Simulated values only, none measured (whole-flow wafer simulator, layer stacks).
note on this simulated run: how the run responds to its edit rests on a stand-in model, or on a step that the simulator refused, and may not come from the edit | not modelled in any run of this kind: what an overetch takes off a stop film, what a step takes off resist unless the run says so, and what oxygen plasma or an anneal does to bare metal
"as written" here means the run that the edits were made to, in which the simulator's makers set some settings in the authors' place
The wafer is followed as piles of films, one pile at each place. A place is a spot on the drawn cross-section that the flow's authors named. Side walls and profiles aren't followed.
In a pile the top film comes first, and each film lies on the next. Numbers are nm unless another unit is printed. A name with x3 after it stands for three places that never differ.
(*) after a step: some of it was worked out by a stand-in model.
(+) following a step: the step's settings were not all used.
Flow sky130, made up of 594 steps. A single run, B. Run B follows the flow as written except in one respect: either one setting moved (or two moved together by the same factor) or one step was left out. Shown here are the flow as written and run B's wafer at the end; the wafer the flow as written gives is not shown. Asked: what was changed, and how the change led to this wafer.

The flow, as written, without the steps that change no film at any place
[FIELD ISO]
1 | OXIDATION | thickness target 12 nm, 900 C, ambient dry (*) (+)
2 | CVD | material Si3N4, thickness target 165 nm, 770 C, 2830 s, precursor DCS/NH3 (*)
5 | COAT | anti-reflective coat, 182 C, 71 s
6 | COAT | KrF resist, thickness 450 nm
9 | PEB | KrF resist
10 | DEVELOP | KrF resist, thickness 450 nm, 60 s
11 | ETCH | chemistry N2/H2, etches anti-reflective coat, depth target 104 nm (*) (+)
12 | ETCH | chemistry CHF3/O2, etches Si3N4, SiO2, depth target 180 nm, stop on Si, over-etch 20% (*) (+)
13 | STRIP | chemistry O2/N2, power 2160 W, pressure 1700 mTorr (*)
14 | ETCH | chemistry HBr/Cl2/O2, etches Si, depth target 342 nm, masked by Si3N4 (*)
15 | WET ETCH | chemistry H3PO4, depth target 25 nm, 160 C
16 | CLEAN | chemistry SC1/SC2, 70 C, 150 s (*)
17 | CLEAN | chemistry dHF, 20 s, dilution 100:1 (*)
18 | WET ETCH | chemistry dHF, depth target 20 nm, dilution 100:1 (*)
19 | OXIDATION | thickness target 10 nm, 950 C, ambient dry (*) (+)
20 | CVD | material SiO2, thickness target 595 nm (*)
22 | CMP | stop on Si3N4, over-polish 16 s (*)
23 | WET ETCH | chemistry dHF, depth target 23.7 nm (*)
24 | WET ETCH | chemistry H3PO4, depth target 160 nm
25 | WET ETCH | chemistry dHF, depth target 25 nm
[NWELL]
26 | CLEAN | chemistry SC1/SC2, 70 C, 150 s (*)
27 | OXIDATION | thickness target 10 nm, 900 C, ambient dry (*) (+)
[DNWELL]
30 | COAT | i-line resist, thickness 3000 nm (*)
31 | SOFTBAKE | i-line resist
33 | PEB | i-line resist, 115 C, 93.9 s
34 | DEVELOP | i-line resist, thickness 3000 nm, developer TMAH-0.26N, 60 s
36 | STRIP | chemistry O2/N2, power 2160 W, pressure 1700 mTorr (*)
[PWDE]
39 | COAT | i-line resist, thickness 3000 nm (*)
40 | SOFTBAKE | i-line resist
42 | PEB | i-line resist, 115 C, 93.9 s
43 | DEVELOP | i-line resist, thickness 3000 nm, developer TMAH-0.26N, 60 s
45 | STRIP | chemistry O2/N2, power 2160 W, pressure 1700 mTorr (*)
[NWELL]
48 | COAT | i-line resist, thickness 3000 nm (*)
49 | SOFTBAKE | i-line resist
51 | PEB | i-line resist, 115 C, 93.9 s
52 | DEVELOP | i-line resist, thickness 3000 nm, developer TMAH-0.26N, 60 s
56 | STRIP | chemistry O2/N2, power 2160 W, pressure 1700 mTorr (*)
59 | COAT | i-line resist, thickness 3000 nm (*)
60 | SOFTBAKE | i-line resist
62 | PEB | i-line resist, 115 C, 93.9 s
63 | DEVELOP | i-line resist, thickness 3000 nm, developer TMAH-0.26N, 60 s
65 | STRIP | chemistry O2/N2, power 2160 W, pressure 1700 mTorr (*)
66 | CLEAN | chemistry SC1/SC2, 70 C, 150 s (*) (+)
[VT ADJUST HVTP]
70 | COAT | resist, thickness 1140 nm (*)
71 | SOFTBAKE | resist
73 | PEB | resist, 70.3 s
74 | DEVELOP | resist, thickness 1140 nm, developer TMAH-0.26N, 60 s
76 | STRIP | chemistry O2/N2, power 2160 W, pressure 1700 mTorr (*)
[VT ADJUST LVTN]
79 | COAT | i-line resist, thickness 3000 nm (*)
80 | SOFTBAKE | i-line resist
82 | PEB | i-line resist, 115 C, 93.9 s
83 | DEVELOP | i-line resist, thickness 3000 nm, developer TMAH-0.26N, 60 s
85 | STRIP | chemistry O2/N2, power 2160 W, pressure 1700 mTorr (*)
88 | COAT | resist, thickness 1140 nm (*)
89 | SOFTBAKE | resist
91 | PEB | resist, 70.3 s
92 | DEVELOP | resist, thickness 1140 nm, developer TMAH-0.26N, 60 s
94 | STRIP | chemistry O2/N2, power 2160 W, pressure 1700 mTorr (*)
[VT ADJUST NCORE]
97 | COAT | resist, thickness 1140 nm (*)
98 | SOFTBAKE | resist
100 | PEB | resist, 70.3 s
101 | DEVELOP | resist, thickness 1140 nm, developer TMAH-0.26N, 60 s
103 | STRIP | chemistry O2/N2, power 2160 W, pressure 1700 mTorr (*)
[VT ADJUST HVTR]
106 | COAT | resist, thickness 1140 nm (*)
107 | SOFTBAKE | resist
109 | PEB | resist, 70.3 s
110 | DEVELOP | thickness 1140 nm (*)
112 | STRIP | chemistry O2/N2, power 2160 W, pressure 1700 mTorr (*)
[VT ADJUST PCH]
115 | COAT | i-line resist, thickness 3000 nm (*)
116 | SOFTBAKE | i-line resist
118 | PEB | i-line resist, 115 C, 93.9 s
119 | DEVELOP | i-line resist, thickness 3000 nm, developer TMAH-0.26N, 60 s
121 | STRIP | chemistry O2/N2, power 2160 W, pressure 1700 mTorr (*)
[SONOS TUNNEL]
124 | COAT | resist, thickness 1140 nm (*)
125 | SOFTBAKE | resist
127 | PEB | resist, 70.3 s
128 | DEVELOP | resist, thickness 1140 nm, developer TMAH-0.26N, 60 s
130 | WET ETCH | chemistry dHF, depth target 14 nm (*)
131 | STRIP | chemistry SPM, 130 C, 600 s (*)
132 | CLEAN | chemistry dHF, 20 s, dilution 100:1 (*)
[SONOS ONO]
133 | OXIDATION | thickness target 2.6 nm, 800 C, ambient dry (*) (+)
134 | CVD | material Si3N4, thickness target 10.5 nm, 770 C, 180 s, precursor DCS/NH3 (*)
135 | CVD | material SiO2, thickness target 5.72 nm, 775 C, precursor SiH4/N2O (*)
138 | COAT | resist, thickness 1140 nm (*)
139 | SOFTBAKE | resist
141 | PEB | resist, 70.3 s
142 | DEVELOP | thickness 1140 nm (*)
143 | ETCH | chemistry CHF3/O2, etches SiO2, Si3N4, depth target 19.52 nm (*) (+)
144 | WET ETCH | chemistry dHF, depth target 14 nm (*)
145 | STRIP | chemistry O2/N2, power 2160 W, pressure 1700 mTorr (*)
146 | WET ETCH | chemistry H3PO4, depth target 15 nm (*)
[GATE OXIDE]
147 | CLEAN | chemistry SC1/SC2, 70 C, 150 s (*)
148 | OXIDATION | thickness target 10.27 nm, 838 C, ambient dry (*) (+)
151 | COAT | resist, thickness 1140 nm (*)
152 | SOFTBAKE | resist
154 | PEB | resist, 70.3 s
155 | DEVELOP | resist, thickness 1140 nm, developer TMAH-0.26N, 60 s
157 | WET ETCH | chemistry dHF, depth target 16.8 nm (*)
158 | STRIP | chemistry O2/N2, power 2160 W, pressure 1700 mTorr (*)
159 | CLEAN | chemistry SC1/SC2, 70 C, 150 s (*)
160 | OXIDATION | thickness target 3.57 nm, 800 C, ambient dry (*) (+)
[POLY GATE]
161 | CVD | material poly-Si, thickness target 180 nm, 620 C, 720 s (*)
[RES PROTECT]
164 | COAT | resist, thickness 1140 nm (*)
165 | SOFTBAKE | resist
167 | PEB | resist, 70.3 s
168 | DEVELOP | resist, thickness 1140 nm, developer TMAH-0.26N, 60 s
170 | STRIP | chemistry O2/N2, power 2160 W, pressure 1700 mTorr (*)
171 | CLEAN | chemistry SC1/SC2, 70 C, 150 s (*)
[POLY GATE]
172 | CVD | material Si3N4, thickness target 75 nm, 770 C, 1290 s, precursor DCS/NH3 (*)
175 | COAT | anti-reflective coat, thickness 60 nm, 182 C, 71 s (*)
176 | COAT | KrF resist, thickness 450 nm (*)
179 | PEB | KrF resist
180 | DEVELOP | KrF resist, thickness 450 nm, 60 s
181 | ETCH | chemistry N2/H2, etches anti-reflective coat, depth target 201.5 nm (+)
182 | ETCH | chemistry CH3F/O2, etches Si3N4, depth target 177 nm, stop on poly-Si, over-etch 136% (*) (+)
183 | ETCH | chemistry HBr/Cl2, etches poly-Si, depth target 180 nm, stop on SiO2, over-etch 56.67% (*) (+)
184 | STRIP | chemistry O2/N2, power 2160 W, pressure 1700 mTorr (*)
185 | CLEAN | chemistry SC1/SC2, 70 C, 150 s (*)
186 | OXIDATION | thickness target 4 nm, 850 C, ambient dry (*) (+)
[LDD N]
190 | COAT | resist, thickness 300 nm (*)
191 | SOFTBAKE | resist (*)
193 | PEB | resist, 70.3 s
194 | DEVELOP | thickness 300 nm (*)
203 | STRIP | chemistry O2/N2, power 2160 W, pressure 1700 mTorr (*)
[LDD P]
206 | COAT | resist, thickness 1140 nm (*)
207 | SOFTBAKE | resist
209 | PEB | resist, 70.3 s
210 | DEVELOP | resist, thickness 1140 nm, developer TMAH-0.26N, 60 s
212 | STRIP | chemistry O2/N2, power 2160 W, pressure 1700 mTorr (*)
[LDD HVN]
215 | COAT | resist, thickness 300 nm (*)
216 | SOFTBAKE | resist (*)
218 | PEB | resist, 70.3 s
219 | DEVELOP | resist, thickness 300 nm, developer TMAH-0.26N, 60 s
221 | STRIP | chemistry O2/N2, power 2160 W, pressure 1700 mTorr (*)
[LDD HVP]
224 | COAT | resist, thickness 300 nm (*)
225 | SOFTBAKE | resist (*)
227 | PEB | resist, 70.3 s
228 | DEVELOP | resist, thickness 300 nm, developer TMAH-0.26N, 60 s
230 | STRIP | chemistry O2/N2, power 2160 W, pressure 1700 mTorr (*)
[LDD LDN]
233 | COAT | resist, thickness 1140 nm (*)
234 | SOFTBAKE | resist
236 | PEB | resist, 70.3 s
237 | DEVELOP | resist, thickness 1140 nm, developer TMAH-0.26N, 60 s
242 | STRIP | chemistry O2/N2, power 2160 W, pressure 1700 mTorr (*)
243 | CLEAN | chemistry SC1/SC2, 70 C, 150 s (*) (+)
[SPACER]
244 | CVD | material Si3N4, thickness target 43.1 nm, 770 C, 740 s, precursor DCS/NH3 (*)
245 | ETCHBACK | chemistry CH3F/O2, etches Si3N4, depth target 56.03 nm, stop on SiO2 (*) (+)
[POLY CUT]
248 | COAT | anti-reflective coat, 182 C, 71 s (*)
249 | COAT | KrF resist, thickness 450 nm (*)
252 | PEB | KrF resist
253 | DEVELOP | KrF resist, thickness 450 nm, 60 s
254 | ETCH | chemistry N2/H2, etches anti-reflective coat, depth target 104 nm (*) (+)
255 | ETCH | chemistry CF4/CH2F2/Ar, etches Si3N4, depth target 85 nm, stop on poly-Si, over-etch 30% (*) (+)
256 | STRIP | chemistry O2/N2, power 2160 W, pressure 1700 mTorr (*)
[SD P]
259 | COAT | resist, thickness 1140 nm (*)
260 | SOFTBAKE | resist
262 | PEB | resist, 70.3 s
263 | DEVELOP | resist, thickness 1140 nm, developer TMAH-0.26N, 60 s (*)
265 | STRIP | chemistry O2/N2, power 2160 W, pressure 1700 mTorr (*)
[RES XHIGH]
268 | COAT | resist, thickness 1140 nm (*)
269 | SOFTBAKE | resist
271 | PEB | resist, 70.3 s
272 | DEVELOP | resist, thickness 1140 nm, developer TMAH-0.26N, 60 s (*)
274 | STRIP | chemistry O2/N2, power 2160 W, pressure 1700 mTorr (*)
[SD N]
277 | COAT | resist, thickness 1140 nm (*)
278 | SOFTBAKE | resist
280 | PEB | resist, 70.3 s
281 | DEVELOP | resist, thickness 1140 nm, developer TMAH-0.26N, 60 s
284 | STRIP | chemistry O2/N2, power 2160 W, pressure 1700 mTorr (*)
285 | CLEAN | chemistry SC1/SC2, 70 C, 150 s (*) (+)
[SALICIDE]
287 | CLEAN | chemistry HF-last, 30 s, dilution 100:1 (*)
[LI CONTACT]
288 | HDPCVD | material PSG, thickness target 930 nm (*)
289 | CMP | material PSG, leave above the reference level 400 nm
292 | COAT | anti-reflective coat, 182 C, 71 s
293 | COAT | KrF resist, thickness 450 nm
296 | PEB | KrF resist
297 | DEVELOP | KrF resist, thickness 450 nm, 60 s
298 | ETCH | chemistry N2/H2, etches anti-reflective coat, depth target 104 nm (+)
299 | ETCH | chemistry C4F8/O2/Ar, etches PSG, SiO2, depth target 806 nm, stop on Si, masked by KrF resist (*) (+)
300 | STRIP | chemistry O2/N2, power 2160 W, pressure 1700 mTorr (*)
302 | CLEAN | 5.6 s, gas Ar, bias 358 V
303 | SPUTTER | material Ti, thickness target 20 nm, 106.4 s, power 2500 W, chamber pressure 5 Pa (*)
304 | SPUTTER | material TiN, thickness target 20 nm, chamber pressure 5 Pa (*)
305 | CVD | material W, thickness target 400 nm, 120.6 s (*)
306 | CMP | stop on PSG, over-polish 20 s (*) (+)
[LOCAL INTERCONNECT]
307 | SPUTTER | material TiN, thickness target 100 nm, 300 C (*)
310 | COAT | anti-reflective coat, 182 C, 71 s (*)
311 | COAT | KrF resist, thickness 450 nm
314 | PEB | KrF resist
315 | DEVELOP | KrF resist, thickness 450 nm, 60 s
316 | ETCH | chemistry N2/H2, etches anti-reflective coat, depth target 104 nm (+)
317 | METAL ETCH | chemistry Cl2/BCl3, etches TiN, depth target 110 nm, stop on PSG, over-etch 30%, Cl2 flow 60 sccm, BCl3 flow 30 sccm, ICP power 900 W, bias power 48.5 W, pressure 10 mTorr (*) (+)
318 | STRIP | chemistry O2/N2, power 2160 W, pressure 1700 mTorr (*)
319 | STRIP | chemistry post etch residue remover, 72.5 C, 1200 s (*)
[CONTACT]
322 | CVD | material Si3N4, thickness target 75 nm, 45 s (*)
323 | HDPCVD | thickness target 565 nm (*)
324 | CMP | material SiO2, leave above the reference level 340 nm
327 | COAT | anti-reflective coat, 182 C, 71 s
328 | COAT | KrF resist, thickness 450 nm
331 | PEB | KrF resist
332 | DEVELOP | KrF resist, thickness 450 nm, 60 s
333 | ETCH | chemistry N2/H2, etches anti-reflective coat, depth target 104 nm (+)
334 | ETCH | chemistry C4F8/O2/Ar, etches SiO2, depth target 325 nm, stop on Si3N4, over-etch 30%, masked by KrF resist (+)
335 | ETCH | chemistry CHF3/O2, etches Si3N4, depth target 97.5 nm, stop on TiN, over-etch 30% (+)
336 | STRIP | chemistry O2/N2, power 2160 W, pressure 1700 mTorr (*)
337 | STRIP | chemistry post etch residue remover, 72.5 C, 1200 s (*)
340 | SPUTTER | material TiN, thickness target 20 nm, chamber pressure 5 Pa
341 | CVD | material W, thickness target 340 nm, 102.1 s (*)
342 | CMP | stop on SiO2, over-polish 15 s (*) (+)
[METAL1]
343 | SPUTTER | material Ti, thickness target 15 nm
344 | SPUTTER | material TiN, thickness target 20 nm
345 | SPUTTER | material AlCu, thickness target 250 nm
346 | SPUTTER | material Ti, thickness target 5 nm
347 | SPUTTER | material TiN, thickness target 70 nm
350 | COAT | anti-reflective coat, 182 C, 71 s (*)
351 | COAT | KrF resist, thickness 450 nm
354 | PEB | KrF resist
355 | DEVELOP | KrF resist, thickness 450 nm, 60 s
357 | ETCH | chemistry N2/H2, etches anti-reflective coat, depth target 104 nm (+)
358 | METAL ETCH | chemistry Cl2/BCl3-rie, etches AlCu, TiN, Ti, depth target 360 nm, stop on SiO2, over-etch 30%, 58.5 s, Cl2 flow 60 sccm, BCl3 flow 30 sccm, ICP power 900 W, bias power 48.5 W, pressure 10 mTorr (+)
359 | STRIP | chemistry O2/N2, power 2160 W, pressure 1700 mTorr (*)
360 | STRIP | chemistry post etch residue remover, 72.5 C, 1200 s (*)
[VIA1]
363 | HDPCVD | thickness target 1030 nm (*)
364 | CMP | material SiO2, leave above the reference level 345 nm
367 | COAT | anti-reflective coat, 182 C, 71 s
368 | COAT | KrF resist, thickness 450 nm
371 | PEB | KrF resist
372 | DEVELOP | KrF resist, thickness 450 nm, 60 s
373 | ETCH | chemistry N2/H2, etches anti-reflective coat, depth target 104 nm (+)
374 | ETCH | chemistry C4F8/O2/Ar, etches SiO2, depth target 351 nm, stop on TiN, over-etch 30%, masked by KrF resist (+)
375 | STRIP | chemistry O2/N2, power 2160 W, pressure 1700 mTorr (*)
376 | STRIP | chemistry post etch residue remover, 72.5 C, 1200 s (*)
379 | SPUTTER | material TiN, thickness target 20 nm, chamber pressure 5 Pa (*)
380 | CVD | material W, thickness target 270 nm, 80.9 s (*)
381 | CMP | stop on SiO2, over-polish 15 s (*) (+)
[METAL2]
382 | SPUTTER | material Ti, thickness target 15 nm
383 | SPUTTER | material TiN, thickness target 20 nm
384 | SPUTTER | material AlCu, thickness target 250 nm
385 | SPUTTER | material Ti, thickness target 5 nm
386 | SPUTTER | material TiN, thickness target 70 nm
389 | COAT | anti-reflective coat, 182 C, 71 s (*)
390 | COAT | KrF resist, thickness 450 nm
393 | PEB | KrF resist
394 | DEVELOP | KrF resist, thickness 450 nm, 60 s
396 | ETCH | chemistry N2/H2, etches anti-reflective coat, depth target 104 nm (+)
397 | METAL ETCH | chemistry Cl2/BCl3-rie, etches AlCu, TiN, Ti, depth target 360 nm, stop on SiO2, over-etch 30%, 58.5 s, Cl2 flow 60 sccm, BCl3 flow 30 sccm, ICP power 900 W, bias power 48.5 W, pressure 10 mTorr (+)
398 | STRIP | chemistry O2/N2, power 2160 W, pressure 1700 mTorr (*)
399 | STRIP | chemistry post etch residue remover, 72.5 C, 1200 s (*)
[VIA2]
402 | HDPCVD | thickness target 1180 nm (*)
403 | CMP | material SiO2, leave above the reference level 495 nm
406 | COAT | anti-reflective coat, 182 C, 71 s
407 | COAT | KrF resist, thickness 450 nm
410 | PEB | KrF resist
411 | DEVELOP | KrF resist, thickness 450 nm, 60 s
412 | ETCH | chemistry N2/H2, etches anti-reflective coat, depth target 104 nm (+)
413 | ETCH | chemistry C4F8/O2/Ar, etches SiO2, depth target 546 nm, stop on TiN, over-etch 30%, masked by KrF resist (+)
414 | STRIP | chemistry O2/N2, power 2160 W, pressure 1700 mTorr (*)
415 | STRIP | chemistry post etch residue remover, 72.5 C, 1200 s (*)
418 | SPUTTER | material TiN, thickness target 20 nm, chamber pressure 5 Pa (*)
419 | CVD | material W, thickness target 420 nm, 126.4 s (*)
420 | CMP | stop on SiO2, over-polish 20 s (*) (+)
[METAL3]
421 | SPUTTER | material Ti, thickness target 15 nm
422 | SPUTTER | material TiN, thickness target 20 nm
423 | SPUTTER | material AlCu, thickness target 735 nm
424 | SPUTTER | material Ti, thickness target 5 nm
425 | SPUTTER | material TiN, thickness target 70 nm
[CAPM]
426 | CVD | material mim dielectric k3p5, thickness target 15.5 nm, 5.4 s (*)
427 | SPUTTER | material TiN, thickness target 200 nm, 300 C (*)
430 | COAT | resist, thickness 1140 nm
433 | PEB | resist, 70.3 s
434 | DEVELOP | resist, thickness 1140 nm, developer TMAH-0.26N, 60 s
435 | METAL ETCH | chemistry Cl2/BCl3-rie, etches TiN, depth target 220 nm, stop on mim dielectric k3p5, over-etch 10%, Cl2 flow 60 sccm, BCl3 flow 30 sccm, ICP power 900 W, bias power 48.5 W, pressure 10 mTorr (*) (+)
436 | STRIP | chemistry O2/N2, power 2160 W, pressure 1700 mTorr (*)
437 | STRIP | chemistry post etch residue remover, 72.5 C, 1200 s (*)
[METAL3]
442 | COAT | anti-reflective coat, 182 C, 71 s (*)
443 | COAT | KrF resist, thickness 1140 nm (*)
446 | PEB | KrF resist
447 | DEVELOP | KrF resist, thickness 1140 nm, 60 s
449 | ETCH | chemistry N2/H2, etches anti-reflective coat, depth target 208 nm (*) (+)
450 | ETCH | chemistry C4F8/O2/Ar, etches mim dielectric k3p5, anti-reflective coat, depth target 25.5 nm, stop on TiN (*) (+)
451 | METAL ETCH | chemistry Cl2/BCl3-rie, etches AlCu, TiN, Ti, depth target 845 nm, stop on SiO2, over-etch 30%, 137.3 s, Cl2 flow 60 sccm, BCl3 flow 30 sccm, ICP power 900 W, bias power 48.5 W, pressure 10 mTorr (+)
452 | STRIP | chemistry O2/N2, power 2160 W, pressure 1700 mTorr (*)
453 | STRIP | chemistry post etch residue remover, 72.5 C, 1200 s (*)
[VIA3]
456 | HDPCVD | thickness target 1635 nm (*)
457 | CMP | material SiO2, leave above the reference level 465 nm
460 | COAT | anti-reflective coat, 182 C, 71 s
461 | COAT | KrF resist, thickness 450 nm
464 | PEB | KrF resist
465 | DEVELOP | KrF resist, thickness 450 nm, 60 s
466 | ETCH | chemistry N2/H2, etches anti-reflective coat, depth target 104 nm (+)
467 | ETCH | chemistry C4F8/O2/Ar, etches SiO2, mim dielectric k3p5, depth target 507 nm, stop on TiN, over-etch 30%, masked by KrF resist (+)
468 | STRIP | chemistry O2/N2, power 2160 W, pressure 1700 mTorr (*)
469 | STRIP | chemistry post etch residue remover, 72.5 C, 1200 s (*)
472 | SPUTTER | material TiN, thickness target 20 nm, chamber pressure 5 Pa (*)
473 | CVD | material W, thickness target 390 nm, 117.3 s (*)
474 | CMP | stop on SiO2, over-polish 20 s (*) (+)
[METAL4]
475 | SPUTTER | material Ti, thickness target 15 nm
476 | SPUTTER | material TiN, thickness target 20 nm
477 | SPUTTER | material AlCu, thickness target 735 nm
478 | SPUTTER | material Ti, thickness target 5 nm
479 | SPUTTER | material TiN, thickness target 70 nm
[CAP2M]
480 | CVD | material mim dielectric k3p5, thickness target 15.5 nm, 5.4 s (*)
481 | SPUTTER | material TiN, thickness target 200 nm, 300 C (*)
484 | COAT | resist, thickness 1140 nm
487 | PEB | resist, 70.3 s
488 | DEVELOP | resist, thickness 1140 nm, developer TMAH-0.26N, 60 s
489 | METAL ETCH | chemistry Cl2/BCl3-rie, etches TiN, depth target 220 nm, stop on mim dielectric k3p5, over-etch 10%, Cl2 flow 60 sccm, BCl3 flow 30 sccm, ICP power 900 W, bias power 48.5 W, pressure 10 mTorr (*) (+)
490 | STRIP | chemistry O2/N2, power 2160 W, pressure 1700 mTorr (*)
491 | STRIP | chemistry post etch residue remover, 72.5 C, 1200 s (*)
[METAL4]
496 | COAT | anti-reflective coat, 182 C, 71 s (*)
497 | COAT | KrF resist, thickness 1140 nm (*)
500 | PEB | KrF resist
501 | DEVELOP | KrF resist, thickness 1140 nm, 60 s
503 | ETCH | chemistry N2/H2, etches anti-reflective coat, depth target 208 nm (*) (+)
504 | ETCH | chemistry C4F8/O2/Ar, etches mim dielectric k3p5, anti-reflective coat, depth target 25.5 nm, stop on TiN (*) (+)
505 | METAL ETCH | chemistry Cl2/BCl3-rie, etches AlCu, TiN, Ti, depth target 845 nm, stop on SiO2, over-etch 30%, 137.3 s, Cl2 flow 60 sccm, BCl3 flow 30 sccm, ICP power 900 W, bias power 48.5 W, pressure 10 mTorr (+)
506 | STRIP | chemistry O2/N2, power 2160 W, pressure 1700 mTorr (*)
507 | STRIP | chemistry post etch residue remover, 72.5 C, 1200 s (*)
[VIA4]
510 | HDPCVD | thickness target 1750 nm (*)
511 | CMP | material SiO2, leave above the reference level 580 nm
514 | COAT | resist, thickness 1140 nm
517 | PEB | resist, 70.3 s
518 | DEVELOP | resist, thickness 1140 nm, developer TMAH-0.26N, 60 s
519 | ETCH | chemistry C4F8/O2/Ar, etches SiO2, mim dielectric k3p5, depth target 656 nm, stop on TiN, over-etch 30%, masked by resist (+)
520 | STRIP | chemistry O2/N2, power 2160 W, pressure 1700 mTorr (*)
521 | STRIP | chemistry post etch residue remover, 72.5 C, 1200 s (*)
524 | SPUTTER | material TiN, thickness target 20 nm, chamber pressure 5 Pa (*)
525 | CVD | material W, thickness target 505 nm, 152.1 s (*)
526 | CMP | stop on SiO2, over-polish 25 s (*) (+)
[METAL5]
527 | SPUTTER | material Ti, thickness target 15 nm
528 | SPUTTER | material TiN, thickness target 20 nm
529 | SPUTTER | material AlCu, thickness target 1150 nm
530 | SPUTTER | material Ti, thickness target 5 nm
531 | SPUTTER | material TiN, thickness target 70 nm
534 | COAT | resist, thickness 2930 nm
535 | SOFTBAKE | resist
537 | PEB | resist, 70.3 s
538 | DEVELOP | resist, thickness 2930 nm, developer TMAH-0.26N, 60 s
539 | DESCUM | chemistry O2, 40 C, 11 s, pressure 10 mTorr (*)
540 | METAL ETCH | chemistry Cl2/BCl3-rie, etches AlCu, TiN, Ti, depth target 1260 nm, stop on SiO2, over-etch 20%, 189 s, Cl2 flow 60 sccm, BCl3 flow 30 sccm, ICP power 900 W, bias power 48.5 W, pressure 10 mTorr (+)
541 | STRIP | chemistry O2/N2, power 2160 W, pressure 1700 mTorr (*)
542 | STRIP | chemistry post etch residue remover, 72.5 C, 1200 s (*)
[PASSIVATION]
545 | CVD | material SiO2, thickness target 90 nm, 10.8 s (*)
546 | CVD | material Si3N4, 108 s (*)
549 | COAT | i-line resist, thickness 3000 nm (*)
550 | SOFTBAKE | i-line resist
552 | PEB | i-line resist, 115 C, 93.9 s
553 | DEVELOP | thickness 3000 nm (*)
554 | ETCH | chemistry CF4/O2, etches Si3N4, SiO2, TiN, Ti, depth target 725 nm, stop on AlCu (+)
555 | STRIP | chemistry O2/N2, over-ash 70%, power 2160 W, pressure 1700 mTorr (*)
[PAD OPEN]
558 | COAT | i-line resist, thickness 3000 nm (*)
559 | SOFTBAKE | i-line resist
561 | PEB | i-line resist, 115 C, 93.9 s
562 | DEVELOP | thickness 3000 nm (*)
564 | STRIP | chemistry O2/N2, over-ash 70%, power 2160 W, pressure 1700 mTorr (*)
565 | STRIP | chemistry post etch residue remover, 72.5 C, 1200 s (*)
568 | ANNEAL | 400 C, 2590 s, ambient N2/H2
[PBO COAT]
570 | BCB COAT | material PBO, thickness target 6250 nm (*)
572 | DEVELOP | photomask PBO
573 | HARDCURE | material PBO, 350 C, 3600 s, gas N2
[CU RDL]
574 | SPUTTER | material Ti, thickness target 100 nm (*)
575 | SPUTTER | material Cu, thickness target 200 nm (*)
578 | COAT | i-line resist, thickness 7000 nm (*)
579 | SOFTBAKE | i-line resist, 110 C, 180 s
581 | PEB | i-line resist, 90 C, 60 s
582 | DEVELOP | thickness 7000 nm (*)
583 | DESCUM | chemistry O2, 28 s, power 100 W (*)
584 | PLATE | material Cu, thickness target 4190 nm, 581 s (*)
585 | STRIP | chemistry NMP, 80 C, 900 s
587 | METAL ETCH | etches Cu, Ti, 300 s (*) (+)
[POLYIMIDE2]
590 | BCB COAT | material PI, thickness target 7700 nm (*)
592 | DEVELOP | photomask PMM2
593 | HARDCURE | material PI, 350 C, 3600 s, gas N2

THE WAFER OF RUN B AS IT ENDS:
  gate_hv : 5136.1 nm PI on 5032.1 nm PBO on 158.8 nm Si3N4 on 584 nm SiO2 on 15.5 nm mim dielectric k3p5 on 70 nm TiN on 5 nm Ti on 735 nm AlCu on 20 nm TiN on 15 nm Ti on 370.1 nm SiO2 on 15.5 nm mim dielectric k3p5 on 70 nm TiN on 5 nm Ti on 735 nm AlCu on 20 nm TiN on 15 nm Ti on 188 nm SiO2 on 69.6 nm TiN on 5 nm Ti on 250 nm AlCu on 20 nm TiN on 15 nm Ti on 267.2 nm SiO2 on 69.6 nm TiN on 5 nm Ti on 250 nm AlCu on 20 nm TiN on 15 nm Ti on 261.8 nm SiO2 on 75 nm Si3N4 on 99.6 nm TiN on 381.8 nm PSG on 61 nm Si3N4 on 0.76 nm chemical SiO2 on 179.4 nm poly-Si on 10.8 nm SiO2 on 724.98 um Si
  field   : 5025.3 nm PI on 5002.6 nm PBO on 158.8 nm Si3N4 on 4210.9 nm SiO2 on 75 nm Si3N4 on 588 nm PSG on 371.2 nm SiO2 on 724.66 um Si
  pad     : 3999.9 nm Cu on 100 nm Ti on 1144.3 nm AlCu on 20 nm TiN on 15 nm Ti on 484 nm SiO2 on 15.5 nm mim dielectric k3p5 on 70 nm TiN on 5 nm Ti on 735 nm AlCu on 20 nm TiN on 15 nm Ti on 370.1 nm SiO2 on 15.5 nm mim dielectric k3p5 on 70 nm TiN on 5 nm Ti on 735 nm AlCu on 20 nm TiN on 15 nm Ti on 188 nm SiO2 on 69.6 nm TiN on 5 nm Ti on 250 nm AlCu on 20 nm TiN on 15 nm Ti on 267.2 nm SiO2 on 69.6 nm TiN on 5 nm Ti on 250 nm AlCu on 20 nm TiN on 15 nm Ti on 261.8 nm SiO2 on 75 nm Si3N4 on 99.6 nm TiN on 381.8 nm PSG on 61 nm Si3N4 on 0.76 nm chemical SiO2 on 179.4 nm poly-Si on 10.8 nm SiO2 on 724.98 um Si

What caused this: step 403, CMP: leave above the reference level 267 nm was run, whereas the flow has leave above the reference level 495 nm.

The path from the change to this, step by step:
  403 | CMP | material SiO2, leave above the reference level 495 nm
      n_well, p_well, gate_hv and 101 more: SiO2 loses 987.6 (in the flow as written it would be: SiO2 loses 759.6)
      field, active, gate and 82 more: SiO2 loses 617.1 (in the flow as written it would be: SiO2 loses 389.1)
      (and at 2 other places as well)
  413 | ETCH | chemistry C4F8/O2/Ar, etches SiO2, depth target 546 nm, stop on TiN, over-etch 30%, masked by KrF resist (+)
      field, active, n_well and 186 more: KrF resist loses 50 (in the flow as written it would be: KrF resist loses 109.2)
      m1: SiO2 loses 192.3 (all of it) (in the flow as written it would be: SiO2 loses 420.3 (all of it))
      (and at 1 other place as well)
  414 | STRIP | chemistry O2/N2, power 2160 W, pressure 1700 mTorr (*)
      field, active, n_well and 186 more: KrF resist loses 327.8 (all of it), anti-reflective coat loses 80 (all of it) (in the flow as written it would be: KrF resist loses 268.6 (all of it), anti-reflective coat loses 80 (all of it))
  418 | SPUTTER | material TiN, thickness target 20 nm, chamber pressure 5 Pa (*)
      m1, via2_hole: TiN gains 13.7 (in the flow as written it would be: TiN gains 10.2)
  419 | CVD | material W, thickness target 420 nm, 126.4 s (*)
      m1: W gains 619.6 (new film) (in the flow as written it would be: W gains 851.1 (new film))
      via2_hole: W gains 619.2 (new film) (in the flow as written it would be: W gains 850.7 (new film))
